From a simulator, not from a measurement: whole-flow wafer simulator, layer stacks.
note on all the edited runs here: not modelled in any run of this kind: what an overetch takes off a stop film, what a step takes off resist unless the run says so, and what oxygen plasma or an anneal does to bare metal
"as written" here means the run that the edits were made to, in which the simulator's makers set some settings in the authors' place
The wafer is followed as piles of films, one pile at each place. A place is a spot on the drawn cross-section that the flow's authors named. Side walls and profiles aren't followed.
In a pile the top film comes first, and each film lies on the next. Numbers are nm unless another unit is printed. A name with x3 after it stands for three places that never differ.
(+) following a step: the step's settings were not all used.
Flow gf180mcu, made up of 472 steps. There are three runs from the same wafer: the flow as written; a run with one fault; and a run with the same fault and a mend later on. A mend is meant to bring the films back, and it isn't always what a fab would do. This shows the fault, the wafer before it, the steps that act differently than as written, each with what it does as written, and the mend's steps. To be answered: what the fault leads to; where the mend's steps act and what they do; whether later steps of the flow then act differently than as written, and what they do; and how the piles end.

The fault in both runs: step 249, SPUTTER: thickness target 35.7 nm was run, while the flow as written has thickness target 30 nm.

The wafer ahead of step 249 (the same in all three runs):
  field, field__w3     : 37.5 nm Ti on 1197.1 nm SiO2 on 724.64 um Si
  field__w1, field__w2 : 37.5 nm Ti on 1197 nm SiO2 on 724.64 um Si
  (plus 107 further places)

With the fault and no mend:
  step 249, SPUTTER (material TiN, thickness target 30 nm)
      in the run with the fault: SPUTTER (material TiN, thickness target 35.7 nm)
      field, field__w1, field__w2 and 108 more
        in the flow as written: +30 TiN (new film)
        in the run with the fault: +35.7 TiN (new film)
  Steps later in the flow that act otherwise than as written (not shown: 1 more step that differs only slightly, by at most 2% or 0.5 nm, whichever is larger):
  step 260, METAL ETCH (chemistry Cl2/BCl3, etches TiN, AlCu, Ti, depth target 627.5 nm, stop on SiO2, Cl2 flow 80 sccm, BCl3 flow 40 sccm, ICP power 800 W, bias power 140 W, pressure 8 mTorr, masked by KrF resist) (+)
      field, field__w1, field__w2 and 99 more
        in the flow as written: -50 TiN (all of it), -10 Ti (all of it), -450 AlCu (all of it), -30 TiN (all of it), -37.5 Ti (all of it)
        in the run with the fault: -50 TiN (all of it), -10 Ti (all of it), -450 AlCu (all of it), -35.7 TiN (all of it), -37.5 Ti (all of it)
  By the end, the piles at field__w8, contact, m1 and 6 more depart from the flow's by more than 2% or 0.5 nm, whichever is larger.
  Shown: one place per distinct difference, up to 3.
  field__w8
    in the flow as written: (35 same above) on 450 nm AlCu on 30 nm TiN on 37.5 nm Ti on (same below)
    in the run with the fault: (35 same above) on 450 nm AlCu on 35.7 nm TiN on 37.5 nm Ti on (same below)
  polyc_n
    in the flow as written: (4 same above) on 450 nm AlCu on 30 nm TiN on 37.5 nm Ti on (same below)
    in the run with the fault: (4 same above) on 450 nm AlCu on 35.7 nm TiN on 37.5 nm Ti on (same below)
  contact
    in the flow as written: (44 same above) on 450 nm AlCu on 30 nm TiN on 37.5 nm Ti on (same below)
    in the run with the fault: (44 same above) on 450 nm AlCu on 35.7 nm TiN on 37.5 nm Ti on (same below)

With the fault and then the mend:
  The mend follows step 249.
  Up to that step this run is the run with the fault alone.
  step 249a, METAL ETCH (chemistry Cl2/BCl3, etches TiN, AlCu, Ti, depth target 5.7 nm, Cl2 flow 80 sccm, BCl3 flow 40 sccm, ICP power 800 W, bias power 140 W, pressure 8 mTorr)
      field, field__w1, field__w2 and 108 more
        -5.7 TiN
  None of the later steps of the flow acts differently than as written at any place that is followed.
  By the end, the piles equal the flow's at every place that both follow.
